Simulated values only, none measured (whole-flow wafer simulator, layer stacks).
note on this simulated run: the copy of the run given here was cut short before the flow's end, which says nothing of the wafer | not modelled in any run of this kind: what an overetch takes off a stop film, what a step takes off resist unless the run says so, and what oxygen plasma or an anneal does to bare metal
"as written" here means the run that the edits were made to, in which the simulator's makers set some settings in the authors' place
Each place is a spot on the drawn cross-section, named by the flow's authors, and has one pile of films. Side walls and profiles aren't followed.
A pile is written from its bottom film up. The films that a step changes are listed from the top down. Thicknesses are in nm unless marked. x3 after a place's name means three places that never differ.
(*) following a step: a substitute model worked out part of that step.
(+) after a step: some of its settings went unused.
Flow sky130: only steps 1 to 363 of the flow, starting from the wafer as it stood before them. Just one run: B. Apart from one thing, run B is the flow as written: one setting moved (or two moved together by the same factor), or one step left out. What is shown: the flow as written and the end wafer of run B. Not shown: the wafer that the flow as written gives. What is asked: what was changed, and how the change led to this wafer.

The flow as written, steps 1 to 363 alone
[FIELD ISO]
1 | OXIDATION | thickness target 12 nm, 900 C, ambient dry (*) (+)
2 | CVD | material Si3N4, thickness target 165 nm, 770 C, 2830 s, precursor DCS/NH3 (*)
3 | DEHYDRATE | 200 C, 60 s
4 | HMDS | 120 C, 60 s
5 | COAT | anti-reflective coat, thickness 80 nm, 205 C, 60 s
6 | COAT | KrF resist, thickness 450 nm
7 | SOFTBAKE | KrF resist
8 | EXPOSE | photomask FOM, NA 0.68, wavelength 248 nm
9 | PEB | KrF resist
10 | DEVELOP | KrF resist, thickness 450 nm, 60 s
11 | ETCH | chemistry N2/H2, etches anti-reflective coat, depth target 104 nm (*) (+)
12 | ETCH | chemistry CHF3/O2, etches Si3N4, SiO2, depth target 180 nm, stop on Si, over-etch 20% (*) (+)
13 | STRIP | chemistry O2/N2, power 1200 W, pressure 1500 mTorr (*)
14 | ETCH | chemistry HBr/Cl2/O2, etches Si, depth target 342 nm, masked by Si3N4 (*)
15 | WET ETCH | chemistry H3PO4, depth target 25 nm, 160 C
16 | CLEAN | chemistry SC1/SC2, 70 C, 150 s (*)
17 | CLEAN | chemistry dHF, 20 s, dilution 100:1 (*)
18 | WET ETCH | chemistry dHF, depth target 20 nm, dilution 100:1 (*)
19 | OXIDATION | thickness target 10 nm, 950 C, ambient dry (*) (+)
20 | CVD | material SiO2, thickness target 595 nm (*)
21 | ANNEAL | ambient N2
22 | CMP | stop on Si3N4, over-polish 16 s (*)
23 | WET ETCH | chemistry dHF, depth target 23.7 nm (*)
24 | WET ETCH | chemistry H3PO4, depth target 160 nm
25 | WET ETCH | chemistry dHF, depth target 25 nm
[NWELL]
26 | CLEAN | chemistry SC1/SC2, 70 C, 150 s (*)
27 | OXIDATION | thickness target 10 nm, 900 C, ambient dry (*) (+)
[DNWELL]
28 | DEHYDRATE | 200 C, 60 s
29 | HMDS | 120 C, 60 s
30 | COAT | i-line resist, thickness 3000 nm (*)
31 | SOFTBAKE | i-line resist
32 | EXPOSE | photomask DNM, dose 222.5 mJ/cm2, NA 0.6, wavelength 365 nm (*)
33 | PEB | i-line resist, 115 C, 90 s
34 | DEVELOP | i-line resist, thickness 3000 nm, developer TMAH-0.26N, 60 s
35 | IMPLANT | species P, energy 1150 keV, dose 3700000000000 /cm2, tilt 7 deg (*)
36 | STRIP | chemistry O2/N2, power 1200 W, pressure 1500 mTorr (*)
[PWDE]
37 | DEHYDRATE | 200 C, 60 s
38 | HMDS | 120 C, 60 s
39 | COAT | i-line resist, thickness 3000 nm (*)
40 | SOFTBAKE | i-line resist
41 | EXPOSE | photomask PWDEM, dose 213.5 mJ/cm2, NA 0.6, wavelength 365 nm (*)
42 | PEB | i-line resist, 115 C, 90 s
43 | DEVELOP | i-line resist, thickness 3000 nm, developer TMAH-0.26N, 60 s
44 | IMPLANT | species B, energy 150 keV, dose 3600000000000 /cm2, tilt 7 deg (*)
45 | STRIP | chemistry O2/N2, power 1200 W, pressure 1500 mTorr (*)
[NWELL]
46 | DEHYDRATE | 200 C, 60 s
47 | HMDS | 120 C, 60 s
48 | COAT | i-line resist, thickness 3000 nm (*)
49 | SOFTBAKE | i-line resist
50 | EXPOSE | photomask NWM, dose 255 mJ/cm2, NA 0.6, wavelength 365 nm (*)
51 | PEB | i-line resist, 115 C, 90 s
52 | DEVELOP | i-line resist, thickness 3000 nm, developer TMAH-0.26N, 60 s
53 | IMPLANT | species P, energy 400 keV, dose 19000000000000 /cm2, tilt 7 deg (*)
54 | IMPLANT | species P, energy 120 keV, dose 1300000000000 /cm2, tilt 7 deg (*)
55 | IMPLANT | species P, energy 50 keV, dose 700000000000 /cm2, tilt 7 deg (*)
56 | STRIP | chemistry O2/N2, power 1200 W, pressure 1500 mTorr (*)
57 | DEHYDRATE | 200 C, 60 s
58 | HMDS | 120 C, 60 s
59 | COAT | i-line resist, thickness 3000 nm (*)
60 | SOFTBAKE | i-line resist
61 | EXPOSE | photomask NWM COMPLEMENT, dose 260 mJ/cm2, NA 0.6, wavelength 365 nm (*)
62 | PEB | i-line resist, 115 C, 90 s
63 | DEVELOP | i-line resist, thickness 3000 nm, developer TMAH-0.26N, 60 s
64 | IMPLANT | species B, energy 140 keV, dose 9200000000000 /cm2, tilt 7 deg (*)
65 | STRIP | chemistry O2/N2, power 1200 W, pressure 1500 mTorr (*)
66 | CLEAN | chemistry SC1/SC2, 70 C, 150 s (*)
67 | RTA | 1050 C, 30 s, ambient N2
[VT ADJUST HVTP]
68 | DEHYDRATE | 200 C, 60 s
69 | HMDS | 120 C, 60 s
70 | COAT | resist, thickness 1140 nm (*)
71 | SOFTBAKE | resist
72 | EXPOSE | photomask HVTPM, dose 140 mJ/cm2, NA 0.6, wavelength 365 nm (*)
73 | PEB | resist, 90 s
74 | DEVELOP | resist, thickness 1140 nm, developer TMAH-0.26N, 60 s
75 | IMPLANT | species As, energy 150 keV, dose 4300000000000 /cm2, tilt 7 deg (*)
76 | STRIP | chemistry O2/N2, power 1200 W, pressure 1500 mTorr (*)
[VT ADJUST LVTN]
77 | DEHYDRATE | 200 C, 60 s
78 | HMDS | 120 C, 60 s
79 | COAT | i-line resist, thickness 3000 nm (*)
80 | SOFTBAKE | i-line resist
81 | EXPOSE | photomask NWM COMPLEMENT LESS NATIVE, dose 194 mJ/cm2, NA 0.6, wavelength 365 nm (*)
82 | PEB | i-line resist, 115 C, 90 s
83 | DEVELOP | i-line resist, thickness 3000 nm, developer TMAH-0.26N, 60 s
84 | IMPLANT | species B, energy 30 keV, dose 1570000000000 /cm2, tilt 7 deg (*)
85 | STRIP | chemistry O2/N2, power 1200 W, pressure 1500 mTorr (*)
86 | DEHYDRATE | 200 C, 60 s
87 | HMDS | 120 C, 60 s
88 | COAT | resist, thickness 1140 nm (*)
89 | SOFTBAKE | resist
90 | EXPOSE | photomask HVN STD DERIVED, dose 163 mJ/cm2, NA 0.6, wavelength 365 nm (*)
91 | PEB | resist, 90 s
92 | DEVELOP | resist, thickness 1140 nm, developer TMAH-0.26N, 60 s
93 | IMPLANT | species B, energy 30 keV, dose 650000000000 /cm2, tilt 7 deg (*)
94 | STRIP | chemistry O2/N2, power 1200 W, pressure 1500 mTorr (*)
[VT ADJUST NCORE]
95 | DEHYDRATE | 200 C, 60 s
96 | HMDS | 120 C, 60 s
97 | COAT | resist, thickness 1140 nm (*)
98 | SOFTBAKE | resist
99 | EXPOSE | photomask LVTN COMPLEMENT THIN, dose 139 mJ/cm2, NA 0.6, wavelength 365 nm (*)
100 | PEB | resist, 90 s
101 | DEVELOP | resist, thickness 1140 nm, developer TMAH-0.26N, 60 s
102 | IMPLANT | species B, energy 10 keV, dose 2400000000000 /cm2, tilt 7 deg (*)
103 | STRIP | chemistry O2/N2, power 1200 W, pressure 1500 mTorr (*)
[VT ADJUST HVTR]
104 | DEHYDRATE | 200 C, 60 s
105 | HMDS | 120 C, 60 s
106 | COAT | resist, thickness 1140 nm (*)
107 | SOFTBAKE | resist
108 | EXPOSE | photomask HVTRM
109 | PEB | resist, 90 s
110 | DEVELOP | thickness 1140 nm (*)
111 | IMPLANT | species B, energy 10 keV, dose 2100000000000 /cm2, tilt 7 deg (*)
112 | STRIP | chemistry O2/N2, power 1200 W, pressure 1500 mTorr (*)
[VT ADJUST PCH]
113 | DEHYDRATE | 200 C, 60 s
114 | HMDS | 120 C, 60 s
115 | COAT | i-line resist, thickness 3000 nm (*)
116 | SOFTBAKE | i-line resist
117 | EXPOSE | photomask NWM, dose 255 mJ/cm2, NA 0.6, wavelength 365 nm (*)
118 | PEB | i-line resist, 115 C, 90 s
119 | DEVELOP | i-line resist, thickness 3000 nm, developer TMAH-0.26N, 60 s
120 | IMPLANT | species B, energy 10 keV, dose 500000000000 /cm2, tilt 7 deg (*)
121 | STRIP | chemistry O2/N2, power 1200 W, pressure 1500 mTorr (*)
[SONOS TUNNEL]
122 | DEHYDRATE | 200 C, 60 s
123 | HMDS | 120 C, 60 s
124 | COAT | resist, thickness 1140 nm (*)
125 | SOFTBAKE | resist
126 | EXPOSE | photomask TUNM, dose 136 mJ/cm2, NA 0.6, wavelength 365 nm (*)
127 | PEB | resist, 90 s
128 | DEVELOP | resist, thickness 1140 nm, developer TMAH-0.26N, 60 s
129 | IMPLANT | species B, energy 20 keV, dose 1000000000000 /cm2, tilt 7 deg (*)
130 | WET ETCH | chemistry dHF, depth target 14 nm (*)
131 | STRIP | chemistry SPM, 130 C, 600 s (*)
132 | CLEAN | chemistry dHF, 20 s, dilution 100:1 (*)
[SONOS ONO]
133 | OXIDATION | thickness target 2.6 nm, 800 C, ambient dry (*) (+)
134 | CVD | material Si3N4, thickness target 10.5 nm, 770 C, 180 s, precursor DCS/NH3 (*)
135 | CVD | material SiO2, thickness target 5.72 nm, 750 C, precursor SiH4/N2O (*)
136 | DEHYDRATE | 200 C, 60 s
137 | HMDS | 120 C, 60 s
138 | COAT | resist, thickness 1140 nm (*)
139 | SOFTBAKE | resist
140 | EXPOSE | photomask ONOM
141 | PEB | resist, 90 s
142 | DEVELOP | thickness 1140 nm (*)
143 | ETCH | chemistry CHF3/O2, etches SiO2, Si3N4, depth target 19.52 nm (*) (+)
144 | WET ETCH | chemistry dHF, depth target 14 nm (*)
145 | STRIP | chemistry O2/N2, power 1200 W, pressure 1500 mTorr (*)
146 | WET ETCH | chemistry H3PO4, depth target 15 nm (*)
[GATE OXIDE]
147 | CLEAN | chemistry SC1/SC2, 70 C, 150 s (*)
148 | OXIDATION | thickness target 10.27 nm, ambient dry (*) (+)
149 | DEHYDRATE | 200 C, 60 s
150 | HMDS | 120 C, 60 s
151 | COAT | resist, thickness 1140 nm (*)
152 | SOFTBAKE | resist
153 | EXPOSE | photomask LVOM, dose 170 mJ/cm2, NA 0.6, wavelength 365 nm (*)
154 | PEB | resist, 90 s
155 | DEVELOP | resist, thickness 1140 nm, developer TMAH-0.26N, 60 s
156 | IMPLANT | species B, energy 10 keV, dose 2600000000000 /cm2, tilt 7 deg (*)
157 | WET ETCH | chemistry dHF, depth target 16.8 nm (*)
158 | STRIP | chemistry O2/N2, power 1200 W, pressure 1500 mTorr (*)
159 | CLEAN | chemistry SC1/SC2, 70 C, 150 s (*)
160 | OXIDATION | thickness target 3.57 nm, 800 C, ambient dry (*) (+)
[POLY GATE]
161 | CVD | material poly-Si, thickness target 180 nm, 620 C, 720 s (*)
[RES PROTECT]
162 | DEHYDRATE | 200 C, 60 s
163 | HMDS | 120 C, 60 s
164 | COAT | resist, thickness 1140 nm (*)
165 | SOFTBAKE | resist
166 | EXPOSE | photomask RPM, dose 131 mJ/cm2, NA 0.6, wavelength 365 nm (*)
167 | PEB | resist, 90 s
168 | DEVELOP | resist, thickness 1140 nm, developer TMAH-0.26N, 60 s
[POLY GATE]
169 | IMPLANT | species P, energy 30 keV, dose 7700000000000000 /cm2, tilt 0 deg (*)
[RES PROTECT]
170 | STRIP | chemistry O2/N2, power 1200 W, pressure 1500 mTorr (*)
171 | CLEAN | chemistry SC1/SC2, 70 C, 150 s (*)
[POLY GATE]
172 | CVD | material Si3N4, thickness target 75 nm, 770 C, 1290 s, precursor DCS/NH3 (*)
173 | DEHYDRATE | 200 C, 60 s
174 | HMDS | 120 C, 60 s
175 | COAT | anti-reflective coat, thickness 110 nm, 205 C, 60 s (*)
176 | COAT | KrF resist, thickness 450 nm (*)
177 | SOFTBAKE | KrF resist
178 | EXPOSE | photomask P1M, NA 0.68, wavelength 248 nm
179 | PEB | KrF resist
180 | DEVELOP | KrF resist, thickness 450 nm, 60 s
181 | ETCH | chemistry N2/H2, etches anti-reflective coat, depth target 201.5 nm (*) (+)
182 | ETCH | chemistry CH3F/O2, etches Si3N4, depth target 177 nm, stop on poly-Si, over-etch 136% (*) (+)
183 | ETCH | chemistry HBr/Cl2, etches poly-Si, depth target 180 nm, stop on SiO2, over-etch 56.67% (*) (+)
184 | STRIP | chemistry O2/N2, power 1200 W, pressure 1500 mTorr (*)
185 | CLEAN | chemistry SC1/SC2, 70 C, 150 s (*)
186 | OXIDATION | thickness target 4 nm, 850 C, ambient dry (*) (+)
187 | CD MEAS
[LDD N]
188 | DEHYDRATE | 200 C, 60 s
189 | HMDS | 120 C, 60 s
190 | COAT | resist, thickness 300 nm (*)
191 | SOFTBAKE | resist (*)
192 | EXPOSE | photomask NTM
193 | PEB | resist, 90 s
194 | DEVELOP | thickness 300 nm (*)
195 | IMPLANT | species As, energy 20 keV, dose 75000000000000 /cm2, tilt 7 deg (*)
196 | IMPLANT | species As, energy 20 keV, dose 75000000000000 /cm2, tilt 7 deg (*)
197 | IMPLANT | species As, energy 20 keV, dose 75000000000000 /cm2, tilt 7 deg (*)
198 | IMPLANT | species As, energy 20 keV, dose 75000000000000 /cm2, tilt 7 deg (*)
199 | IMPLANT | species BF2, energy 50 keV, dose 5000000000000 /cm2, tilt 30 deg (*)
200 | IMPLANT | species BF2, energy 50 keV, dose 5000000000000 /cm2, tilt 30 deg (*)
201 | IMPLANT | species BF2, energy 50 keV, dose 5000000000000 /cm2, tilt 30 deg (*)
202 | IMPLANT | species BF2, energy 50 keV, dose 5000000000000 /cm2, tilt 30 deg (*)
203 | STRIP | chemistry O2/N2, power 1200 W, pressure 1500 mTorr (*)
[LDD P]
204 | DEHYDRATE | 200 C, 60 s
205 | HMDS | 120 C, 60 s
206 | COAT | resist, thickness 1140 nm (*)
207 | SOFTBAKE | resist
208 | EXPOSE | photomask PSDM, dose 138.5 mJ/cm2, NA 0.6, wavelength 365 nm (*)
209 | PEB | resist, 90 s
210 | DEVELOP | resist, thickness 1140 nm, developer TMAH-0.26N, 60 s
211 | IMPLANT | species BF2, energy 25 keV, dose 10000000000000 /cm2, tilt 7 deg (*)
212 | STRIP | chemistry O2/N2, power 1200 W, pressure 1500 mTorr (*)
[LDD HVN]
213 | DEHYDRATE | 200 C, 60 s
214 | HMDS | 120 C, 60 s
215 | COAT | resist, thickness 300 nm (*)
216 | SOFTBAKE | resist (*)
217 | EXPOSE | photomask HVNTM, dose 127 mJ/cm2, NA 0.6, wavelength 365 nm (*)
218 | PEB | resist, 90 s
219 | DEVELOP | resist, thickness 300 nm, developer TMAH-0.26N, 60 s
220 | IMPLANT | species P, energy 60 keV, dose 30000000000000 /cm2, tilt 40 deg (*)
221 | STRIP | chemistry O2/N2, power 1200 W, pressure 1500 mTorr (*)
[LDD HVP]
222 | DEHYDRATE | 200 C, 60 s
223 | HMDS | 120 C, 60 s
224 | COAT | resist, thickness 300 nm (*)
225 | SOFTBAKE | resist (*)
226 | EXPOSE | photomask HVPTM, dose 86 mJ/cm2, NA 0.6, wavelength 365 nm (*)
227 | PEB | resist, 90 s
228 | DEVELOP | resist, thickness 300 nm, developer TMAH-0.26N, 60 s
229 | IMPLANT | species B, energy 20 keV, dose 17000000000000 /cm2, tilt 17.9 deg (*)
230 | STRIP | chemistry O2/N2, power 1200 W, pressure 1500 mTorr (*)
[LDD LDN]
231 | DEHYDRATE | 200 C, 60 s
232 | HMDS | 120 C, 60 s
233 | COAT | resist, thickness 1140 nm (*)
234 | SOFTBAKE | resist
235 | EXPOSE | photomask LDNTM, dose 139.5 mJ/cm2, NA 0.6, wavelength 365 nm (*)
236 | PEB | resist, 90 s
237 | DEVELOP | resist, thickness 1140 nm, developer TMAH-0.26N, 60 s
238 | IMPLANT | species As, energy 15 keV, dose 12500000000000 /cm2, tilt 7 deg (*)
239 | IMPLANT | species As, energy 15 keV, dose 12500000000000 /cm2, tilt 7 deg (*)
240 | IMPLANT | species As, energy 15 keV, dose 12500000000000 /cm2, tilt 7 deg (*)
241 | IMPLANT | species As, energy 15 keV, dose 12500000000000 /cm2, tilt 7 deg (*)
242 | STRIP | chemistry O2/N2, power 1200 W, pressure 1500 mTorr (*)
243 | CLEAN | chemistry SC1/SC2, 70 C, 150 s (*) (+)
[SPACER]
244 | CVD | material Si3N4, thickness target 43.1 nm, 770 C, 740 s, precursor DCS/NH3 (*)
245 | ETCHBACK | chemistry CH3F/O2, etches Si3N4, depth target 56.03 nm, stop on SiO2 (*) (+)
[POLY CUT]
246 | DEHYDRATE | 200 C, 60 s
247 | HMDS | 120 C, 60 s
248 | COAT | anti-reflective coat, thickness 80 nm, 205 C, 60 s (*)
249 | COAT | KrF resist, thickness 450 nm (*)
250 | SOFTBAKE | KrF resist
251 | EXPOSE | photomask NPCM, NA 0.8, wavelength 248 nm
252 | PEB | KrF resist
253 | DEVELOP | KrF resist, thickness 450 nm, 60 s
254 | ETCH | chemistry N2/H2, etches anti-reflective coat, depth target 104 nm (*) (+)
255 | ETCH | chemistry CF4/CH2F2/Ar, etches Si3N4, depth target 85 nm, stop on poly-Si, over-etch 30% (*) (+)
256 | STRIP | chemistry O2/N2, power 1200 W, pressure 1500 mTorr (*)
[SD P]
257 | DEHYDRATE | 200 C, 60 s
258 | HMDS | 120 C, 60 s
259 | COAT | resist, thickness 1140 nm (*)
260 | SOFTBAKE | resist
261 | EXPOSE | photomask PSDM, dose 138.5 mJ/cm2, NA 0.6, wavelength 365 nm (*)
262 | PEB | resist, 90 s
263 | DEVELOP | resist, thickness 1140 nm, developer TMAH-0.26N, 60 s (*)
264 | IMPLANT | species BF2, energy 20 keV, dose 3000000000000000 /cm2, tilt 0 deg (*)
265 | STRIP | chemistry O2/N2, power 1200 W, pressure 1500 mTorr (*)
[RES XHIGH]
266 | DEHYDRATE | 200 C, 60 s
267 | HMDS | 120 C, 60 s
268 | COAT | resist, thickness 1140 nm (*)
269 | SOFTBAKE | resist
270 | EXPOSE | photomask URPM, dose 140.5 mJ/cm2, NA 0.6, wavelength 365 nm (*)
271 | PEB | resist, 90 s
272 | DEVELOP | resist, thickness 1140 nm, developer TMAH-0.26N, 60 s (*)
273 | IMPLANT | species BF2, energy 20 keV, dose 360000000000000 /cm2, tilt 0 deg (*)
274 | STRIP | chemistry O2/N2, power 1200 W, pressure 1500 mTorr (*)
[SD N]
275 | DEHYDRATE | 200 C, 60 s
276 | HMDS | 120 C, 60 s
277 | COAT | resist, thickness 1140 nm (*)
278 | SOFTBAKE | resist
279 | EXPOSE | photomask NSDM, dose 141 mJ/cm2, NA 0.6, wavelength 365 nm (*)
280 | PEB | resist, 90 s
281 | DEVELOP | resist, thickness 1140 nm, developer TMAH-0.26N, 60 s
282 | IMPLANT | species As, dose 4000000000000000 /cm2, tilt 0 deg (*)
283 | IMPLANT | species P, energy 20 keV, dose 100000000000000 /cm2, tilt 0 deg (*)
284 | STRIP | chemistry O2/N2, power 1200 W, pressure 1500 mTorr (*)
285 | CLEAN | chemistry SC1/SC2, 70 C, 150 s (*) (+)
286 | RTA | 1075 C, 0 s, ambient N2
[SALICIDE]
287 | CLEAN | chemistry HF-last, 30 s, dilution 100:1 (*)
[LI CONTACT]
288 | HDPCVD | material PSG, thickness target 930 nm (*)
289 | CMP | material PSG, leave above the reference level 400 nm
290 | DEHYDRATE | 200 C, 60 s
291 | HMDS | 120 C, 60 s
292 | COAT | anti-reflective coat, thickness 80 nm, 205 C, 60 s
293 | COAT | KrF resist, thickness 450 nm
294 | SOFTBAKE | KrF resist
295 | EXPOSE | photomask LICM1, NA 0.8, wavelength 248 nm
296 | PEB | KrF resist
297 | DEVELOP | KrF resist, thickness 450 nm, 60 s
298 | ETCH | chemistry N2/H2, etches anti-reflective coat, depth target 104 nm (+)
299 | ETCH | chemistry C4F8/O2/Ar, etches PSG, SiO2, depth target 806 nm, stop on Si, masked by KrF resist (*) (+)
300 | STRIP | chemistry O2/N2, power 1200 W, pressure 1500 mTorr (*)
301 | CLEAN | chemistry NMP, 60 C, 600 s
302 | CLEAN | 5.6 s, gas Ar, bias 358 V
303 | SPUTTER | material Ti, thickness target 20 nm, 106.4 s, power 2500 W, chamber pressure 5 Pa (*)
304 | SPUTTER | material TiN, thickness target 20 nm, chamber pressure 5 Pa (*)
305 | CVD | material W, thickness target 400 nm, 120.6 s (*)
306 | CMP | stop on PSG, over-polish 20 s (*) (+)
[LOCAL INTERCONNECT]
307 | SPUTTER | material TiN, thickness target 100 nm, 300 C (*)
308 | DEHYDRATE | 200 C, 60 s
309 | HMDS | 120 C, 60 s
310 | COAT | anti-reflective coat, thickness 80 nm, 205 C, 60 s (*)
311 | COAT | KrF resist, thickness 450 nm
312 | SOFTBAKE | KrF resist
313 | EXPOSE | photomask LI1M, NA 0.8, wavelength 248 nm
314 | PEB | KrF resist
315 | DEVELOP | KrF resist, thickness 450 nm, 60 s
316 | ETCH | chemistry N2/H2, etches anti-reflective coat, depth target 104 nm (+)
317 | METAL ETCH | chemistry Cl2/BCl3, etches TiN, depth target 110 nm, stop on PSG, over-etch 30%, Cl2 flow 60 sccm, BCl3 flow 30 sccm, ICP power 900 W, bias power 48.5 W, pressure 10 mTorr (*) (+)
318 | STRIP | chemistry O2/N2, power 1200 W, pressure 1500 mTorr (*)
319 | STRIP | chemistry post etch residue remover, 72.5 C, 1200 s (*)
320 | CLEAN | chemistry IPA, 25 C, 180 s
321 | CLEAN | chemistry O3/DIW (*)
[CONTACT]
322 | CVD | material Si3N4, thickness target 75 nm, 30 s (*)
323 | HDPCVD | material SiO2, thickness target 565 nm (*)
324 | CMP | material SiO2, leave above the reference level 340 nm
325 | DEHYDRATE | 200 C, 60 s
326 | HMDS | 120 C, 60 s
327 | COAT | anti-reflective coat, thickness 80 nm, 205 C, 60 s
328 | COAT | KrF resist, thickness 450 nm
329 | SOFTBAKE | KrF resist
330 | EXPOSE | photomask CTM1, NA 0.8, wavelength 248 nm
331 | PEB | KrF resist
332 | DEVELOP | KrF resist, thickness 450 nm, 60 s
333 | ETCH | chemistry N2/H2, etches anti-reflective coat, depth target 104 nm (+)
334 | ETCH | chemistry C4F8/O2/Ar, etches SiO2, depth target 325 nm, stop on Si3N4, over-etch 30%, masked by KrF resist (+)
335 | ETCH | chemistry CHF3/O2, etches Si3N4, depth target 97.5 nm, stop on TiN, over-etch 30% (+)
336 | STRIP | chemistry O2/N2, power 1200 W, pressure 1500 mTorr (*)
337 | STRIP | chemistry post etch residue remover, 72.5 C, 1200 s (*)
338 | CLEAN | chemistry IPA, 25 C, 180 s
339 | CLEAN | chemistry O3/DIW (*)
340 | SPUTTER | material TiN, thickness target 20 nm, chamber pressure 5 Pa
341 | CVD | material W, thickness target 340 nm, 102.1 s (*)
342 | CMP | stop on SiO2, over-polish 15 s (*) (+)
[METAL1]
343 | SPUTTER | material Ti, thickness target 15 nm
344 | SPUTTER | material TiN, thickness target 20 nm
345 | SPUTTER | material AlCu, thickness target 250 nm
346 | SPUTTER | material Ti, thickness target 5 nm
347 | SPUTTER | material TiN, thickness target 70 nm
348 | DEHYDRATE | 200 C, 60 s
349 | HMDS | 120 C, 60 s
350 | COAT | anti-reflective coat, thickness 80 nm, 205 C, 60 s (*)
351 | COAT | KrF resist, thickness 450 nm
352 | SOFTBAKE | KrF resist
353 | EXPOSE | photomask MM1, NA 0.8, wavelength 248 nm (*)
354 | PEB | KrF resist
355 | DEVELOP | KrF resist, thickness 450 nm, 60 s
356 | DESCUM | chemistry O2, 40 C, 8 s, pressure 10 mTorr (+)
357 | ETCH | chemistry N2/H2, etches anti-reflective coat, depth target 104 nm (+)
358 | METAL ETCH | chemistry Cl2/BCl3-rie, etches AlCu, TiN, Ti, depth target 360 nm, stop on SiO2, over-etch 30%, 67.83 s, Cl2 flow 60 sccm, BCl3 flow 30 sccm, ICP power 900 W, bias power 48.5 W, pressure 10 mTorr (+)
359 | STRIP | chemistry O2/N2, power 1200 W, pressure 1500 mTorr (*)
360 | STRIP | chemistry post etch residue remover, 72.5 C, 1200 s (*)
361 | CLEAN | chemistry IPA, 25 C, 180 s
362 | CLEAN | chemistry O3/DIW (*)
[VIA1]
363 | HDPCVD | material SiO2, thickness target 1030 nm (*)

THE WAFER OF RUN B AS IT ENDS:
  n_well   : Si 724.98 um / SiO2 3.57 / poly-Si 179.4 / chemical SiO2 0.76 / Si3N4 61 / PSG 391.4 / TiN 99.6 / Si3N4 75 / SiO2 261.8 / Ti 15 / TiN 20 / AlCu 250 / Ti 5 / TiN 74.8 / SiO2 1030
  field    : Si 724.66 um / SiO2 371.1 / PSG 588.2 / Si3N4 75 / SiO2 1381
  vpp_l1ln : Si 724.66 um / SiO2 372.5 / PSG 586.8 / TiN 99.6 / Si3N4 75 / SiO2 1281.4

The reason: step 347, SPUTTER: thickness target 75.2 nm was run, whereas the flow has thickness target 70 nm.

The path from the change to this, step by step:
  347 | SPUTTER | material TiN, thickness target 70 nm
      field, active, n_well and 188 more: +75.2 TiN (new film) (in the flow as written it would be: +70 TiN (new film))
  358 | METAL ETCH | chemistry Cl2/BCl3-rie, etches AlCu, TiN, Ti, depth target 360 nm, stop on SiO2, over-etch 30%, 67.83 s, Cl2 flow 60 sccm, BCl3 flow 30 sccm, ICP power 900 W, bias power 48.5 W, pressure 10 mTorr (+)
      field, active, gate and 81 more: -73.9 TiN (all of it), -5 Ti (all of it), -250 AlCu (all of it), -20 TiN (all of it), -15 Ti (all of it), -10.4 SiO2 (in the flow as written it would be: -68.7 TiN (all of it), -5 Ti (all of it), -250 AlCu (all of it), -20 TiN (all of it), -15 Ti (all of it), -10.9 SiO2)
